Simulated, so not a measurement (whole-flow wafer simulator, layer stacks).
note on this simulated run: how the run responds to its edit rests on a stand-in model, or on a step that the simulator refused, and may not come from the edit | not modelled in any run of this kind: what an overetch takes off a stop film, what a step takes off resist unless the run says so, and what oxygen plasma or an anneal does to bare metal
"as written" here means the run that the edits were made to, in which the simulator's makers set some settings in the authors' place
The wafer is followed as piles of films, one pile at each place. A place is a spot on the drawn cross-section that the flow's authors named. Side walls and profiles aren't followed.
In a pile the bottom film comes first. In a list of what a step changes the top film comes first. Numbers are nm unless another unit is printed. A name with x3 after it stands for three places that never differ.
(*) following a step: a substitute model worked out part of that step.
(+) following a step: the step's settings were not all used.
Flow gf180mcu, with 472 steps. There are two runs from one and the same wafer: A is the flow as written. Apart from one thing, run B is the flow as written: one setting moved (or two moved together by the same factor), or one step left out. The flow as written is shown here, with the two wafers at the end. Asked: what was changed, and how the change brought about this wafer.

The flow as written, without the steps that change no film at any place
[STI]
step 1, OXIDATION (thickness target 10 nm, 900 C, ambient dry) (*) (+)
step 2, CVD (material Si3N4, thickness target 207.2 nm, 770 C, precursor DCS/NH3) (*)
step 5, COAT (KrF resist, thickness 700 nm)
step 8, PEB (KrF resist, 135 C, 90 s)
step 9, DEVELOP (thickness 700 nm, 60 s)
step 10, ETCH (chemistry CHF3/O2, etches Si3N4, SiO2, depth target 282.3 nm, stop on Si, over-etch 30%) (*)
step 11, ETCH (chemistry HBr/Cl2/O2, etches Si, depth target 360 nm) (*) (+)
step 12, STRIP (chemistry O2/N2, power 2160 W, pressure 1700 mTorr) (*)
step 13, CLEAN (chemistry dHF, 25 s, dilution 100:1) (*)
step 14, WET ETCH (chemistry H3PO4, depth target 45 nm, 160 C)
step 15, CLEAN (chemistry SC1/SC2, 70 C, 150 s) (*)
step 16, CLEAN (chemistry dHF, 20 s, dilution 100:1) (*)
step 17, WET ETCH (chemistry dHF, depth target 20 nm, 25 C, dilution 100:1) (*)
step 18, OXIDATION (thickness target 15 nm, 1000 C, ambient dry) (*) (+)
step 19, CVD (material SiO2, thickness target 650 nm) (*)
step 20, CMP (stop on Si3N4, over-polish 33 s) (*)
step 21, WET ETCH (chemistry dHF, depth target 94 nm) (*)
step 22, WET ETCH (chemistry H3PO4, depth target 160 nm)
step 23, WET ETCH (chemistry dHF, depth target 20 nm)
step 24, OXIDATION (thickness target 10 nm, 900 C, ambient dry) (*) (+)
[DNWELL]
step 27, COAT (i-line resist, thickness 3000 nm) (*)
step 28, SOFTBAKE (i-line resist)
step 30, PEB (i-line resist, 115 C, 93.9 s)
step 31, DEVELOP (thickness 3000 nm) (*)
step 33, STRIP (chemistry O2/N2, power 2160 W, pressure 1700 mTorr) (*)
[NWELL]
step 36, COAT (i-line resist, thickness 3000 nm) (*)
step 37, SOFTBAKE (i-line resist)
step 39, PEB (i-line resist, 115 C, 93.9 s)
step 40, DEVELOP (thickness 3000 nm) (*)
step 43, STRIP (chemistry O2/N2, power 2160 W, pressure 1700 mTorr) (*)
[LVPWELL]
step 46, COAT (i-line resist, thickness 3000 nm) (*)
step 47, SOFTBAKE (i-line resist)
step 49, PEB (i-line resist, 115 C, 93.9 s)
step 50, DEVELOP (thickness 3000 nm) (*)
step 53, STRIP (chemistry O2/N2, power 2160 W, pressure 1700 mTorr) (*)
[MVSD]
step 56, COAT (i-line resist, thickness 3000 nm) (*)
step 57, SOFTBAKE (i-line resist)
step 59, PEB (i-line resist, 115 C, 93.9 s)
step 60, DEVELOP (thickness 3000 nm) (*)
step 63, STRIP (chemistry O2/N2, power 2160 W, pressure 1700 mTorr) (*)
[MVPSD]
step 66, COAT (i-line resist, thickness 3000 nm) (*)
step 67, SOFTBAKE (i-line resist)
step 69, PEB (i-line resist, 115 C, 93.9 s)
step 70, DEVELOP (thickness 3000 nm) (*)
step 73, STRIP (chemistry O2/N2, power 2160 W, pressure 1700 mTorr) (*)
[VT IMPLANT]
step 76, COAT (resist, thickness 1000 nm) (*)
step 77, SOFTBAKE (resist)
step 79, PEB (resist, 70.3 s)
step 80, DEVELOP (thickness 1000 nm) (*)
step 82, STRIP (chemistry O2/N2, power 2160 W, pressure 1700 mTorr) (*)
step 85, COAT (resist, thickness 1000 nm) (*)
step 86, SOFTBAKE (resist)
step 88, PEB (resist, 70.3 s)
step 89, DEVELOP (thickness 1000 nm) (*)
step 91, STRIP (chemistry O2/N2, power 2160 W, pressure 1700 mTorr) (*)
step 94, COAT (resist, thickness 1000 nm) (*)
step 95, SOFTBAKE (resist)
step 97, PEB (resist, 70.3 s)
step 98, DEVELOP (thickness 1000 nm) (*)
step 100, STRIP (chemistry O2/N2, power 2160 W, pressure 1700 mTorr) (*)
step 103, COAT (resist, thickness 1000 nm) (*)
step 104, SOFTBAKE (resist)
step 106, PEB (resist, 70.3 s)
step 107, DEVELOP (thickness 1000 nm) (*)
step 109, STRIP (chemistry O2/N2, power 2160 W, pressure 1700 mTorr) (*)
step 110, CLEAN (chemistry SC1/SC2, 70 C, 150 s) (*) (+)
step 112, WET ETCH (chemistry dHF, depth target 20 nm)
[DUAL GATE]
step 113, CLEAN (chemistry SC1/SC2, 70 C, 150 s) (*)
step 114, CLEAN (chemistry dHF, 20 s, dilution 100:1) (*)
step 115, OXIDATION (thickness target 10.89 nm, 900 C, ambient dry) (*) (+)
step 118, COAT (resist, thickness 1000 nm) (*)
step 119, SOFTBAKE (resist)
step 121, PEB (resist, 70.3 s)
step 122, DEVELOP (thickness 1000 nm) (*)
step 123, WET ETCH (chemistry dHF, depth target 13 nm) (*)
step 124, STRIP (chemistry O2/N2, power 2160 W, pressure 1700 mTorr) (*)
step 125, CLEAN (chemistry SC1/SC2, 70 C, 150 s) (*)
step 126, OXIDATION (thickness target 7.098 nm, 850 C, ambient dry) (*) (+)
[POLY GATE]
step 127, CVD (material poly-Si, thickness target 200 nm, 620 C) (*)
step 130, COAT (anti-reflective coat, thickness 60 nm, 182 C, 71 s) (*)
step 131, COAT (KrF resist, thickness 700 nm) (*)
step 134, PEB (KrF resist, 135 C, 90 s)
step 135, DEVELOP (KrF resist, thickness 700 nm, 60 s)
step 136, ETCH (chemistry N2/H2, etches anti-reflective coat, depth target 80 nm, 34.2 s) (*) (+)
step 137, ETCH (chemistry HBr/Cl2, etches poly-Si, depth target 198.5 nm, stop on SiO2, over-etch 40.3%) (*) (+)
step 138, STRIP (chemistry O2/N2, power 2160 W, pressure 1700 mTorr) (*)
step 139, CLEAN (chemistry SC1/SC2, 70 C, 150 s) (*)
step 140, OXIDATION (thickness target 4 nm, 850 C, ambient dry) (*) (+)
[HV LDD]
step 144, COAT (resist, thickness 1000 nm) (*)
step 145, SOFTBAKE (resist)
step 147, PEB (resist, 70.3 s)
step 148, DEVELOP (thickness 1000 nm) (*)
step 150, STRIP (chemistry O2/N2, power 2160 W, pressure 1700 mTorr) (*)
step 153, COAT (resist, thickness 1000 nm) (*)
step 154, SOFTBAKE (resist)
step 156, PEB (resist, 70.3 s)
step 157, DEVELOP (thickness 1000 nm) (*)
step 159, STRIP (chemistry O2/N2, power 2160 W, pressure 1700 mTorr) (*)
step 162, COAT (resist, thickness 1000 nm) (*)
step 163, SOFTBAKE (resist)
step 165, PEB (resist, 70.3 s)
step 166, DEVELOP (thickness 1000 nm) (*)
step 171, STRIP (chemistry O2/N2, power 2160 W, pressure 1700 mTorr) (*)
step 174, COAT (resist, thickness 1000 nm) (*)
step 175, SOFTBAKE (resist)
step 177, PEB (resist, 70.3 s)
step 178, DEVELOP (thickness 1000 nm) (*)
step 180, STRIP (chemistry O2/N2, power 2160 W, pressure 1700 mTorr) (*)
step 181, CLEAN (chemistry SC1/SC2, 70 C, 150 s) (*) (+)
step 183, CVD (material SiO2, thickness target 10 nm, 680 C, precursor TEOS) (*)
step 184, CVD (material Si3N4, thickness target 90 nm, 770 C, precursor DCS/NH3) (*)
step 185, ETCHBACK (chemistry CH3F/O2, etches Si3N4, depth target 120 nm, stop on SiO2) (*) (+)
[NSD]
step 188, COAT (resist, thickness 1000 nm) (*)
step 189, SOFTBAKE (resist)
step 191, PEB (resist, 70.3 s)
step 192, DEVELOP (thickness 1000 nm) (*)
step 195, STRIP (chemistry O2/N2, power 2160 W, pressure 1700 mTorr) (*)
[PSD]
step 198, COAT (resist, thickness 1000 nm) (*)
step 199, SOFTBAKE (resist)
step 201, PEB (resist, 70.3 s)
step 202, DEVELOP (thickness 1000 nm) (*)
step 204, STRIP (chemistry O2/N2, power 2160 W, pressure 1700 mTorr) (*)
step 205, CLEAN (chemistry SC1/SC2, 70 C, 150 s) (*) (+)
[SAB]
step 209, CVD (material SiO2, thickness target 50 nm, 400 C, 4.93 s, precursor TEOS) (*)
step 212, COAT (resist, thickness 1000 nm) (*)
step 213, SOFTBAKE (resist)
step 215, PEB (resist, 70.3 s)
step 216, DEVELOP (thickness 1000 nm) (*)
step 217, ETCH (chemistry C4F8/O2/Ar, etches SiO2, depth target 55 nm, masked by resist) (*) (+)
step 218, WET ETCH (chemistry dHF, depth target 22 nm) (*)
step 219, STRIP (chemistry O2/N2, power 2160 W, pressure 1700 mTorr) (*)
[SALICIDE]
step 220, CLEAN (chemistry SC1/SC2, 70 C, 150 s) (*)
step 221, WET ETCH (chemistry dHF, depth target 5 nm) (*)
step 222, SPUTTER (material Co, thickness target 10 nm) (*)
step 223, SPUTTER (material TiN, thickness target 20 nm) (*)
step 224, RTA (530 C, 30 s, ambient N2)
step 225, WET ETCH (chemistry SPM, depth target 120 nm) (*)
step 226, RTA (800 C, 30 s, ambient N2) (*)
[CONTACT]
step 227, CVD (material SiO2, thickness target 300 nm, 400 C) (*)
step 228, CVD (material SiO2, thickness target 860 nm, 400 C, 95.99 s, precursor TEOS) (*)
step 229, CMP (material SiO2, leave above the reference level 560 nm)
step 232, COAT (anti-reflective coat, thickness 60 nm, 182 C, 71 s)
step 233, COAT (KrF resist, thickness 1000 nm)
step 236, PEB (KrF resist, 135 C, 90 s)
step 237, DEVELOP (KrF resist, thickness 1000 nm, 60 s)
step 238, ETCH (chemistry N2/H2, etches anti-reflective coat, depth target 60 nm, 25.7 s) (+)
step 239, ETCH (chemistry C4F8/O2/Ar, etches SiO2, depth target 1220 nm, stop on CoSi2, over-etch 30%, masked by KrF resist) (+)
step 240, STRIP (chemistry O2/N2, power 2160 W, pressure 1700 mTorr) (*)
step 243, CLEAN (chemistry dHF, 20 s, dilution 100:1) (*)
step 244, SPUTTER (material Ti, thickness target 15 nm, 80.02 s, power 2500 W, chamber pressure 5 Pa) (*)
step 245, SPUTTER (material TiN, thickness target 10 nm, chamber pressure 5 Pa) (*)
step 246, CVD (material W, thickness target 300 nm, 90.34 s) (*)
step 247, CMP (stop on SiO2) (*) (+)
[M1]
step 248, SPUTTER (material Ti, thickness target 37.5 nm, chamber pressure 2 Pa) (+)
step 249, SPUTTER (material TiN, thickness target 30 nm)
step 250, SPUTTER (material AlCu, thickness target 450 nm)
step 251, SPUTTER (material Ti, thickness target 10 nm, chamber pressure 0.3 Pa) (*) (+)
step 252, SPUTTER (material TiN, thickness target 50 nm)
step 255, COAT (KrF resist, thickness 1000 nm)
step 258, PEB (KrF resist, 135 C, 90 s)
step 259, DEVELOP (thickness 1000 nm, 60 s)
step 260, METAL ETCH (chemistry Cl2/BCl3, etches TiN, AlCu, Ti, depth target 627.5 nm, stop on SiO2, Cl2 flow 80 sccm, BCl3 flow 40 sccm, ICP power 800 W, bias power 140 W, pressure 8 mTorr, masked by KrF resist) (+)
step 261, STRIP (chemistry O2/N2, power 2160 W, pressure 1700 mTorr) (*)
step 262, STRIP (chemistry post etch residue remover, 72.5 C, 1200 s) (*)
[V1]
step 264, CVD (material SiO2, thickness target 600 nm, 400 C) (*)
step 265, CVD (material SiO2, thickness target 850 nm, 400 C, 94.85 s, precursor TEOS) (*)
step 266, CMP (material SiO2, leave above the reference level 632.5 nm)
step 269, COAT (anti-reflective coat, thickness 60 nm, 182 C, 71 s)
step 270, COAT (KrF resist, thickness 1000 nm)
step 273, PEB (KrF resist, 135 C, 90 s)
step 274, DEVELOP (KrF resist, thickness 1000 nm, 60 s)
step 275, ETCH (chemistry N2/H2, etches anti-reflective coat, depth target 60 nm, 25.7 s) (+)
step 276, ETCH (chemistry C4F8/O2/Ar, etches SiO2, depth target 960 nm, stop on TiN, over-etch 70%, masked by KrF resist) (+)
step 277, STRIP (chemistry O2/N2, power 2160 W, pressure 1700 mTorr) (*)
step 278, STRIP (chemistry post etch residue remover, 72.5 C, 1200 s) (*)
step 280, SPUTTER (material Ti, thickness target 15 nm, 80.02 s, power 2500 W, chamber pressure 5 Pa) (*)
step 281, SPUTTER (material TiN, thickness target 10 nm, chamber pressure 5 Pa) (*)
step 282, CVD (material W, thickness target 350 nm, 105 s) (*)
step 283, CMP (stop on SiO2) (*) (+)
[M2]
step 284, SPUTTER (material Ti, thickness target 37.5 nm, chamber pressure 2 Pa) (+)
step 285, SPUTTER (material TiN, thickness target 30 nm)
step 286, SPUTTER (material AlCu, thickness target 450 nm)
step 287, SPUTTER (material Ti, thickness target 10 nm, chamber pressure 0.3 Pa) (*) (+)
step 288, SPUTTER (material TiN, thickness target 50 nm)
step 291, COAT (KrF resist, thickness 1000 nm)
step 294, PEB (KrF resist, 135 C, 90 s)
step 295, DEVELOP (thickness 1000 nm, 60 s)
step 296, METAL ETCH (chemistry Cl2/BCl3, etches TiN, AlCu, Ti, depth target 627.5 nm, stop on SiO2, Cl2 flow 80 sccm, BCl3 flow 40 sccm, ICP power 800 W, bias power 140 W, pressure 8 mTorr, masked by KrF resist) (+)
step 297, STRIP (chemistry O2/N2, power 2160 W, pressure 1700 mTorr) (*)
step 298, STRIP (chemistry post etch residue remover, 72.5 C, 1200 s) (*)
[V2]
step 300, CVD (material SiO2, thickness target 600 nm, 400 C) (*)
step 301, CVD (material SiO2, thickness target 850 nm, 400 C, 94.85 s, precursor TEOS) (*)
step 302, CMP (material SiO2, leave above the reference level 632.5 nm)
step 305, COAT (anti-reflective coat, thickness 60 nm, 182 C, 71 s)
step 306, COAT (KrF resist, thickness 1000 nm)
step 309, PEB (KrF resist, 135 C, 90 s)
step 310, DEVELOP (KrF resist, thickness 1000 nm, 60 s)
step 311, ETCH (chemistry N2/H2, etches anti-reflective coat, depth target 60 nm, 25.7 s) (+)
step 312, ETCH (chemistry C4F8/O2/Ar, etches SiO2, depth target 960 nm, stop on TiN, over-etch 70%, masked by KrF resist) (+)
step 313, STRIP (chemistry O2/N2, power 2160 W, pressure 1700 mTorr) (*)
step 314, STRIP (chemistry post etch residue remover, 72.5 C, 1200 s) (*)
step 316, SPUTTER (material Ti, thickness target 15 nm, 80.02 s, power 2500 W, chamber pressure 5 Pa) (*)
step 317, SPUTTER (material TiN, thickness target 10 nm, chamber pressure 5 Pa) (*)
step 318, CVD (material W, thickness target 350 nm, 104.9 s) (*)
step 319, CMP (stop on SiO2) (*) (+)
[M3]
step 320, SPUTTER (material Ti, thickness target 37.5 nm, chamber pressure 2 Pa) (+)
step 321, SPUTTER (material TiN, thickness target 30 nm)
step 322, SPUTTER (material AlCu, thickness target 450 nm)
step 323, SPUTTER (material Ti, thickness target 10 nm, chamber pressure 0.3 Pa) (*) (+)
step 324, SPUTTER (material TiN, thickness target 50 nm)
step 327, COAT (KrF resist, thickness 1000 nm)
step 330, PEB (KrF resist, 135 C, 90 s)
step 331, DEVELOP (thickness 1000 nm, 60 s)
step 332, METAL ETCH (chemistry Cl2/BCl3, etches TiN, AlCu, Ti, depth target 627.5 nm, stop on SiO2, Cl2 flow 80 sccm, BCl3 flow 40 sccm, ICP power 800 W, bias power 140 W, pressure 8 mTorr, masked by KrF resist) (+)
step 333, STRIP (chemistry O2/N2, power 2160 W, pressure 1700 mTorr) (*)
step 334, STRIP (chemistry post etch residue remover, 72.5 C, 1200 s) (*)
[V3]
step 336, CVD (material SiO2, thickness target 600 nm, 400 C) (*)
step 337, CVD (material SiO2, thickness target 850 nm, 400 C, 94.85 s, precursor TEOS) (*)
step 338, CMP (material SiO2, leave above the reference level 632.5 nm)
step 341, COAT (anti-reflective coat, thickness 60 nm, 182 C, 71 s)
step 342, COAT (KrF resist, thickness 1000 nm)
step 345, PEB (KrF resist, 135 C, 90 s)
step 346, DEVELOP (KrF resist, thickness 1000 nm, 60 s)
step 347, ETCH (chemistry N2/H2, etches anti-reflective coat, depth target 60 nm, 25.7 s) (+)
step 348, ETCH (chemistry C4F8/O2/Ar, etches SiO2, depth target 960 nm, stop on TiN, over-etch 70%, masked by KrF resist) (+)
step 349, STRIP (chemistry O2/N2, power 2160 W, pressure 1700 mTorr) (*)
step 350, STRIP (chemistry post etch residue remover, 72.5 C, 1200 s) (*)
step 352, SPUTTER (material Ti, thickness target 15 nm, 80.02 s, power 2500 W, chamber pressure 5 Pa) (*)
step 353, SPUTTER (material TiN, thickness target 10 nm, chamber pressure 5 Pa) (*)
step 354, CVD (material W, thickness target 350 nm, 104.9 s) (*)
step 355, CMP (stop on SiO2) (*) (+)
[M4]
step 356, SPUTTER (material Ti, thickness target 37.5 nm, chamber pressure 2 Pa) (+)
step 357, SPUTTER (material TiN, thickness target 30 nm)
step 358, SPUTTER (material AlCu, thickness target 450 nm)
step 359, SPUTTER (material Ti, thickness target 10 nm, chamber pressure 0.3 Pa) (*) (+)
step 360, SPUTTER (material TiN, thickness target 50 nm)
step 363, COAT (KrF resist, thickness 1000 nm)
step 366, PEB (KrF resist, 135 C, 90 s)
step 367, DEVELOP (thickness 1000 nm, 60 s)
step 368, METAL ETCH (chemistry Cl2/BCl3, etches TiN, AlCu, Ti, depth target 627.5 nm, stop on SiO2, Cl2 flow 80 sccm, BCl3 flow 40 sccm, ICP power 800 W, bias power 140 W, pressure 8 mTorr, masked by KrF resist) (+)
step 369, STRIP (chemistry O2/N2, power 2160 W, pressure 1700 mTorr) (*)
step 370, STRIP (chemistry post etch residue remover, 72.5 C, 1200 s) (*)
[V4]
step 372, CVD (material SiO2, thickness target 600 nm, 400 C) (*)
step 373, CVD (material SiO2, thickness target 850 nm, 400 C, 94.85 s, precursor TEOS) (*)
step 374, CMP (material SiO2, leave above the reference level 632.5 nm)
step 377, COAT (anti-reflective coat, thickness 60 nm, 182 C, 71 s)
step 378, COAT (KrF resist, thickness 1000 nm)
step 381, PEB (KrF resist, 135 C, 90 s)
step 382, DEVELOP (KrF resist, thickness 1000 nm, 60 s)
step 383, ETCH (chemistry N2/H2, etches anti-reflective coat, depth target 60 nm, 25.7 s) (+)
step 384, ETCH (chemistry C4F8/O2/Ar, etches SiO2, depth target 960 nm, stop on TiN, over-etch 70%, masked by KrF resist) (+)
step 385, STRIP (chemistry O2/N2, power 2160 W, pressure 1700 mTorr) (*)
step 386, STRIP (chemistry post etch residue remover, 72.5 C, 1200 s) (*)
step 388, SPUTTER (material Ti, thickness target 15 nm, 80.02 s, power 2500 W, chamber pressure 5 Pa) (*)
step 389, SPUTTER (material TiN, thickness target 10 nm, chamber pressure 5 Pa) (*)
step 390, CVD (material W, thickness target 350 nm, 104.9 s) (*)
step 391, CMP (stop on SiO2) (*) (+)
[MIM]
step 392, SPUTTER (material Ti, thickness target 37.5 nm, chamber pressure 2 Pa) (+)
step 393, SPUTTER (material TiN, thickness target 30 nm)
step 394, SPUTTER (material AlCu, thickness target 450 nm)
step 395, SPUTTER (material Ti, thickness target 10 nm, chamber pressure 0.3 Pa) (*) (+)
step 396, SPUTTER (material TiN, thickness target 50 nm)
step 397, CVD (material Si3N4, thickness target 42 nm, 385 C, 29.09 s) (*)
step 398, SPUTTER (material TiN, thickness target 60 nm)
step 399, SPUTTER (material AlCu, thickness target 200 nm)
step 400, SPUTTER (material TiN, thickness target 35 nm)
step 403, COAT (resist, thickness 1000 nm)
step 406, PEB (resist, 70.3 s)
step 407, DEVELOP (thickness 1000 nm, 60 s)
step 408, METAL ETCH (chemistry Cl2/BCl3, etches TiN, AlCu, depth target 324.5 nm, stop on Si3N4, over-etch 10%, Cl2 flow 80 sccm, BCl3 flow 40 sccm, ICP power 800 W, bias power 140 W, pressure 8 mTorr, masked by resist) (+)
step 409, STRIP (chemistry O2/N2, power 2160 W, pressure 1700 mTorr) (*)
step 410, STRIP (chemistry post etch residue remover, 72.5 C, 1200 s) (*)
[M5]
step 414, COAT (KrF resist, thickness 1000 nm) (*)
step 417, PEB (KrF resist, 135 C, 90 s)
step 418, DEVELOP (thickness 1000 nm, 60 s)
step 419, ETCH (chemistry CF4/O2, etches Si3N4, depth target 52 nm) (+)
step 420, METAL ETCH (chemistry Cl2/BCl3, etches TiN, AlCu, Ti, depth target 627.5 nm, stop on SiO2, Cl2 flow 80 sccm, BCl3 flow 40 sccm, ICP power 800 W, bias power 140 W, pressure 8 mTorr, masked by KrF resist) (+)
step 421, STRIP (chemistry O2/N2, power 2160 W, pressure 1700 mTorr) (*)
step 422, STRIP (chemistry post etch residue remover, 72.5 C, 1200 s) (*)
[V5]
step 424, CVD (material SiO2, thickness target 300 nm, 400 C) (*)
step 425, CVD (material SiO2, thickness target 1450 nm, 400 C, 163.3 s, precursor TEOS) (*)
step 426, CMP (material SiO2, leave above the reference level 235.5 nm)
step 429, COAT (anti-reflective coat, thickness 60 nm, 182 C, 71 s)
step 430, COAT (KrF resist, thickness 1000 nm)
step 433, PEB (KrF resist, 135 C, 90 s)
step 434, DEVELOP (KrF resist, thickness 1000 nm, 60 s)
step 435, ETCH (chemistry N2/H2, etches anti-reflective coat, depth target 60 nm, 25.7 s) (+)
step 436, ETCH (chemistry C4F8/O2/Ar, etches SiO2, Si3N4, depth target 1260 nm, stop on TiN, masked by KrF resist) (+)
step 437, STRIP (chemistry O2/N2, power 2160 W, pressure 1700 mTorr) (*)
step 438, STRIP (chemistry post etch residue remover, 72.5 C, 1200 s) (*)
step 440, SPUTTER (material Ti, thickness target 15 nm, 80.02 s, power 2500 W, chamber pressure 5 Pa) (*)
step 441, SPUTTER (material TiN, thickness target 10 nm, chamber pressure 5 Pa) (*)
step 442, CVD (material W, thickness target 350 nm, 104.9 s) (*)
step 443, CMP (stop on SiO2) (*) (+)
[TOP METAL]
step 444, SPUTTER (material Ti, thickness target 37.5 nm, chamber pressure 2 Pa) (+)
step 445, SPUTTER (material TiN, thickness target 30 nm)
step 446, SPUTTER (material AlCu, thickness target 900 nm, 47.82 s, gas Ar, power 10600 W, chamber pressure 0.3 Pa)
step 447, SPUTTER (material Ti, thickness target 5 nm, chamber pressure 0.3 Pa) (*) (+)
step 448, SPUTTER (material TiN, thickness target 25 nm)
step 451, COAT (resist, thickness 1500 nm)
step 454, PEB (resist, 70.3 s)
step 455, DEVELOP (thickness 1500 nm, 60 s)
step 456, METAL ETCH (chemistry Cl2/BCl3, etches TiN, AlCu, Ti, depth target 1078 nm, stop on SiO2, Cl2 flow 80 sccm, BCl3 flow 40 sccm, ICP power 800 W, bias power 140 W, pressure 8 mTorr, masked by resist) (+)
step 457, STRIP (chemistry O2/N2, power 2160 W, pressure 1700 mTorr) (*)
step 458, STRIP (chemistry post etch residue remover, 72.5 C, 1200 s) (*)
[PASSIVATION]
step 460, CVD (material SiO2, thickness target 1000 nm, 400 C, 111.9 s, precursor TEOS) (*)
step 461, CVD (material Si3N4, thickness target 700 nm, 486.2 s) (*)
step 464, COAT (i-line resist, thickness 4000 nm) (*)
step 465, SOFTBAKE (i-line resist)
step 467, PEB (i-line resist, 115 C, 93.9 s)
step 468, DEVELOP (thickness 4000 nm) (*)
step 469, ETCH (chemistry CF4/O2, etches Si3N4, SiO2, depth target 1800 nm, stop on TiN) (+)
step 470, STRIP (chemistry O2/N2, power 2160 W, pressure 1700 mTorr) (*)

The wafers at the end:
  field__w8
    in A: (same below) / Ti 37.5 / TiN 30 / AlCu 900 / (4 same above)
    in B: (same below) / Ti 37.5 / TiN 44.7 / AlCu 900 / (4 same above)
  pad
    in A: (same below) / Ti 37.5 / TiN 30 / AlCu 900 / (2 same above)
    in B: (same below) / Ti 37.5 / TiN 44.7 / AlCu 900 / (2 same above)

The reason: step 445, SPUTTER: thickness target 44.7 nm was run, though the flow has thickness target 30 nm.
One can read it off the wafer: field__w8 has TiN 44.7, and step 445 as written asks for 30 nm.

The path from the change to this, step by step:
  step 445, SPUTTER (material TiN, thickness target 30 nm)
      field, field__w1, field__w2 and 109 more: A +30 TiN (new film) | B +44.7 TiN (new film)
  step 456, METAL ETCH (chemistry Cl2/BCl3, etches TiN, AlCu, Ti, depth target 1078 nm, stop on SiO2, Cl2 flow 80 sccm, BCl3 flow 40 sccm, ICP power 800 W, bias power 140 W, pressure 8 mTorr, masked by resist) (+)
      field, field__w1, field__w2 and 103 more: A -25 TiN (all of it), -5 Ti (all of it), -900 AlCu (all of it), -30 TiN (all of it), -37.5 Ti (all of it) | B -25 TiN (all of it), -5 Ti (all of it), -900 AlCu (all of it), -44.7 TiN (all of it), -37.5 Ti (all of it)
  step 465, SOFTBAKE (i-line resist)
      gate: A +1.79 i-line resist | B -0.24 i-line resist
      ld_fp_p, ld_drift_p: A +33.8 i-line resist | B +27.6 i-line resist
      (also at 62 further places)
